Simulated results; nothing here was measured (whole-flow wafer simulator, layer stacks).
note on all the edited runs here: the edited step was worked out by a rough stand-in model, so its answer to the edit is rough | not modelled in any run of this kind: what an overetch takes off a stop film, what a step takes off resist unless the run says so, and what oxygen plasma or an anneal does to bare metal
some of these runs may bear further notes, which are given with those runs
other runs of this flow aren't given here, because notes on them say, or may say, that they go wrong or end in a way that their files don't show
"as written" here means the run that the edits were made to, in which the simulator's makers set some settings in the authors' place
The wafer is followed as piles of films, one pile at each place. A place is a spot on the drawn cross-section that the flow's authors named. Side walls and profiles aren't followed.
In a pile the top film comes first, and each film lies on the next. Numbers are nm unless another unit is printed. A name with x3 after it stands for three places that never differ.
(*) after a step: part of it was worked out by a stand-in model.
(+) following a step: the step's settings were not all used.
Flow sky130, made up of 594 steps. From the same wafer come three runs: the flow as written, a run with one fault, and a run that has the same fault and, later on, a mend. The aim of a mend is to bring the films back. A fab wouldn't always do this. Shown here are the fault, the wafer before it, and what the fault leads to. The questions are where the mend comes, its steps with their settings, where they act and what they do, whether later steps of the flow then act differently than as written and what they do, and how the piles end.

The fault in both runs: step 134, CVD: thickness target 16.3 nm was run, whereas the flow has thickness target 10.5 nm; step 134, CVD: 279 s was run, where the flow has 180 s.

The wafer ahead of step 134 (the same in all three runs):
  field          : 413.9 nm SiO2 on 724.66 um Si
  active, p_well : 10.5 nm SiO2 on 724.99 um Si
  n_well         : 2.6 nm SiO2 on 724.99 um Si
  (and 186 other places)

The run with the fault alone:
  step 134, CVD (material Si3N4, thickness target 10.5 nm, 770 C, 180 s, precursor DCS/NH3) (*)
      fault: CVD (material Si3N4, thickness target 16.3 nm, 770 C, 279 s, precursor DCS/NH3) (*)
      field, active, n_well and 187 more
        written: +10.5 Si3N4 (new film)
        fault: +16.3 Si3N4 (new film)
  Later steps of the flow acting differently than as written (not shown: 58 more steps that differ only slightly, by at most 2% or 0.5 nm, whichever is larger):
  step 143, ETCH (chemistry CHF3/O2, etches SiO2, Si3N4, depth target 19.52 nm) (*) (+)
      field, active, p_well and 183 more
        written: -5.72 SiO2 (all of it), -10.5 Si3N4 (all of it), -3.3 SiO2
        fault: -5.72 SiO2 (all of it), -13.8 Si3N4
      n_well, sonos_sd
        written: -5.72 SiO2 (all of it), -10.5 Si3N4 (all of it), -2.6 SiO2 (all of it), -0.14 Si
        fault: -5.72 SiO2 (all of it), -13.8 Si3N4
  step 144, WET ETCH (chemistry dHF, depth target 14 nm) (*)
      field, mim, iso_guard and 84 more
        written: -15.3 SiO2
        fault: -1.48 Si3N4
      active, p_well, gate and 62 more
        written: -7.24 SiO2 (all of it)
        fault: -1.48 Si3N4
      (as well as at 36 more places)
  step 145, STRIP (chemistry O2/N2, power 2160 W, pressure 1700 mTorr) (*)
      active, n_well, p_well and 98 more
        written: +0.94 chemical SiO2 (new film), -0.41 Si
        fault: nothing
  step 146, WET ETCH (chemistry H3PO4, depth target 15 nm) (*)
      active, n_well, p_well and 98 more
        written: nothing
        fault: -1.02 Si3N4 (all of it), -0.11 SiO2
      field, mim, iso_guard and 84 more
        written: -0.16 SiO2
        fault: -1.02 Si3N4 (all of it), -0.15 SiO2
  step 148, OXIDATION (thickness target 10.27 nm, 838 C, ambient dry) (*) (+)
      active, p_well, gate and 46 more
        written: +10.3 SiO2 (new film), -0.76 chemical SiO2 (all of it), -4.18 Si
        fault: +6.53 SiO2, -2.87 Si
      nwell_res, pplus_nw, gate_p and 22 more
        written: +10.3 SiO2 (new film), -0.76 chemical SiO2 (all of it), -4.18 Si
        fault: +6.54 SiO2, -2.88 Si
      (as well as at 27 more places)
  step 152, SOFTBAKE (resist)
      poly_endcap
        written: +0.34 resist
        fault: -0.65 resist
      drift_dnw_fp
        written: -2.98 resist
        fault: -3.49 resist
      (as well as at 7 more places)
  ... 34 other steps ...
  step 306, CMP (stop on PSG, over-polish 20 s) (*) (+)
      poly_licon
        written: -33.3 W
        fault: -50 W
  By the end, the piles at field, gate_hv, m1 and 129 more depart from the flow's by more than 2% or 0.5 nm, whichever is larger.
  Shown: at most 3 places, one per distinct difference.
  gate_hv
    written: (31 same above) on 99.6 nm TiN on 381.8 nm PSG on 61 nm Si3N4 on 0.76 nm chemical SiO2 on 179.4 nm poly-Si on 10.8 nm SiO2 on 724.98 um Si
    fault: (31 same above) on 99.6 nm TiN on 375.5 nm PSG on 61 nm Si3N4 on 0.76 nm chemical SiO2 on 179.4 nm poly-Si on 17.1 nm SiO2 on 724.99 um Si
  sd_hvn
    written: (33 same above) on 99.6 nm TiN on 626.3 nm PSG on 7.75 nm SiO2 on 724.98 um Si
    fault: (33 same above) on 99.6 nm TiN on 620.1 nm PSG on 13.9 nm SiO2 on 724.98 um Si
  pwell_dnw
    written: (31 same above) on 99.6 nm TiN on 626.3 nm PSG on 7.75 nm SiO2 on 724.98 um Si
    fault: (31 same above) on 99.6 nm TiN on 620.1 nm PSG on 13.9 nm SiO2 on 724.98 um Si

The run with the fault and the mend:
  The mend follows step 134.
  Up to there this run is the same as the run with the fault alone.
  step 134a, WET ETCH (chemistry H3PO4, depth target 5.8 nm, 160 C) (the flow's step 15 again, with other settings)
      field, active, n_well and 187 more
        -5.8 Si3N4
  None of the later steps of the flow differs from how it acts as written, at any place that is followed, by more than 2% or 0.5 nm, whichever is larger.
  At the end the piles are close to the flow's at the places that both follow, differing by at most 2% or 0.5 nm, whichever is larger.
